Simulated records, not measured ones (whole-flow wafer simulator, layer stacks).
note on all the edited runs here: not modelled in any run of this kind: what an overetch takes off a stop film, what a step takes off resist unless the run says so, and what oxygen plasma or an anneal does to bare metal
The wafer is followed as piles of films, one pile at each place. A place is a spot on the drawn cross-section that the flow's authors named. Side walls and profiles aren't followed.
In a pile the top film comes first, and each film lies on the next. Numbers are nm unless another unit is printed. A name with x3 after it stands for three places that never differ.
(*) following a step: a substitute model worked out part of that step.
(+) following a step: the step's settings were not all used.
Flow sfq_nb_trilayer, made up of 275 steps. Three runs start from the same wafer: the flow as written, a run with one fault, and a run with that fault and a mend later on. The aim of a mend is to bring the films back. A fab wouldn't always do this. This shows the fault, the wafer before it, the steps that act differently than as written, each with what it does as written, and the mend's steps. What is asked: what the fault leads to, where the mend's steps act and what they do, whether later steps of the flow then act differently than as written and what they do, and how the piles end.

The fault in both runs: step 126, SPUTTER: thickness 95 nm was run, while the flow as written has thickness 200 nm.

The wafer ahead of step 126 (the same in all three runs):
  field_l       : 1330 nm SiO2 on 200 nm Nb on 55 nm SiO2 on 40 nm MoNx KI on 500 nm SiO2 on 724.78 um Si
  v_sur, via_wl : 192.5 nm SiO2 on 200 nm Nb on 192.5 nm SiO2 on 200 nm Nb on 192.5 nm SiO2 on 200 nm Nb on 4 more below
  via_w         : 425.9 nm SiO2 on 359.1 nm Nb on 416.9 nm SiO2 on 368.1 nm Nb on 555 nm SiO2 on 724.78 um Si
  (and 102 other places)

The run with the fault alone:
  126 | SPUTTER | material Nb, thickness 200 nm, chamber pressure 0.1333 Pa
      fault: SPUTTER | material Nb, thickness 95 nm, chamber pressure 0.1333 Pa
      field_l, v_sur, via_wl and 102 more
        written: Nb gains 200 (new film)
        fault: Nb gains 95 (new film)
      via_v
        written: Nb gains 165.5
        fault: Nb gains 78.3
  Later steps of the flow acting differently than as written (not shown: 4 more steps that differ only slightly, by at most 2% or 0.5 nm, whichever is larger):
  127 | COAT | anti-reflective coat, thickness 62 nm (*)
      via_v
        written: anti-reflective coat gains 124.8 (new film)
        fault: anti-reflective coat gains 119.7 (new film)
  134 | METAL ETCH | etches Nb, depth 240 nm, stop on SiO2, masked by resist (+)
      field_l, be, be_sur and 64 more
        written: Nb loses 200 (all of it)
        fault: Nb loses 95 (all of it)
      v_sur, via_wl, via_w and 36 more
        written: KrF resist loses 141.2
        fault: KrF resist loses 83.8
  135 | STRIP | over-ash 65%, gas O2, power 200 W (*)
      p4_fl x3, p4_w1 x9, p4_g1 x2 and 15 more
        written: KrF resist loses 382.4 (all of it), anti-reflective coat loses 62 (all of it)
        fault: KrF resist loses 439.7 (all of it), anti-reflective coat loses 62 (all of it)
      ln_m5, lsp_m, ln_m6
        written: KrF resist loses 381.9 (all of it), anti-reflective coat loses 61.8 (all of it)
        fault: KrF resist loses 439.3 (all of it), anti-reflective coat loses 61.8 (all of it)
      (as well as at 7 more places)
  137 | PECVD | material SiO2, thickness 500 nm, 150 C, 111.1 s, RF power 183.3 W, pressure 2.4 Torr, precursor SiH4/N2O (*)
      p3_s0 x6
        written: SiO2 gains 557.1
        fault: SiO2 gains 500
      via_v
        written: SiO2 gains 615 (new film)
        fault: SiO2 gains 585.7 (new film)
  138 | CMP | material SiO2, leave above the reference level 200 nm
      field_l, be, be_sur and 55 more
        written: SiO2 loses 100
        fault: SiO2 loses 205
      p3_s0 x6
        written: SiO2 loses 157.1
        fault: SiO2 loses 205
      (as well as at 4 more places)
  By the end, the piles at field_l, v_sur, via_wl and 103 more depart from the flow's by more than 2% or 0.5 nm, whichever is larger.
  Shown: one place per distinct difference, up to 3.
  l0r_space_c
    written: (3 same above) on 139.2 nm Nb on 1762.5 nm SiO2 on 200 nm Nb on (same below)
    fault: (3 same above) on 139.2 nm Nb on 1657.5 nm SiO2 on 200 nm Nb on (same below)
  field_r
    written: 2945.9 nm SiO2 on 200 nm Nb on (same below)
    fault: 2840.9 nm SiO2 on 200 nm Nb on (same below)
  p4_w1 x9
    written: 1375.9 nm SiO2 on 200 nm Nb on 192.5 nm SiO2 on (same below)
    fault: 1375.9 nm SiO2 on 95 nm Nb on 192.5 nm SiO2 on (same below)

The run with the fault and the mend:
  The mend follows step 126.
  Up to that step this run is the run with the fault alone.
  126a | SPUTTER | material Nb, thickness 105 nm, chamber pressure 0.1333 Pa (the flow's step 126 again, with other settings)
      field_l, v_sur, via_wl and 102 more
        Nb gains 105
      via_v
        Nb gains 86
  None of the later steps of the flow differs from how it acts as written, at any place that is followed, by more than 2% or 0.5 nm, whichever is larger.
  The piles end only slightly different from the flow's at the places that both follow, by no more than 2% or 0.5 nm, whichever is larger.
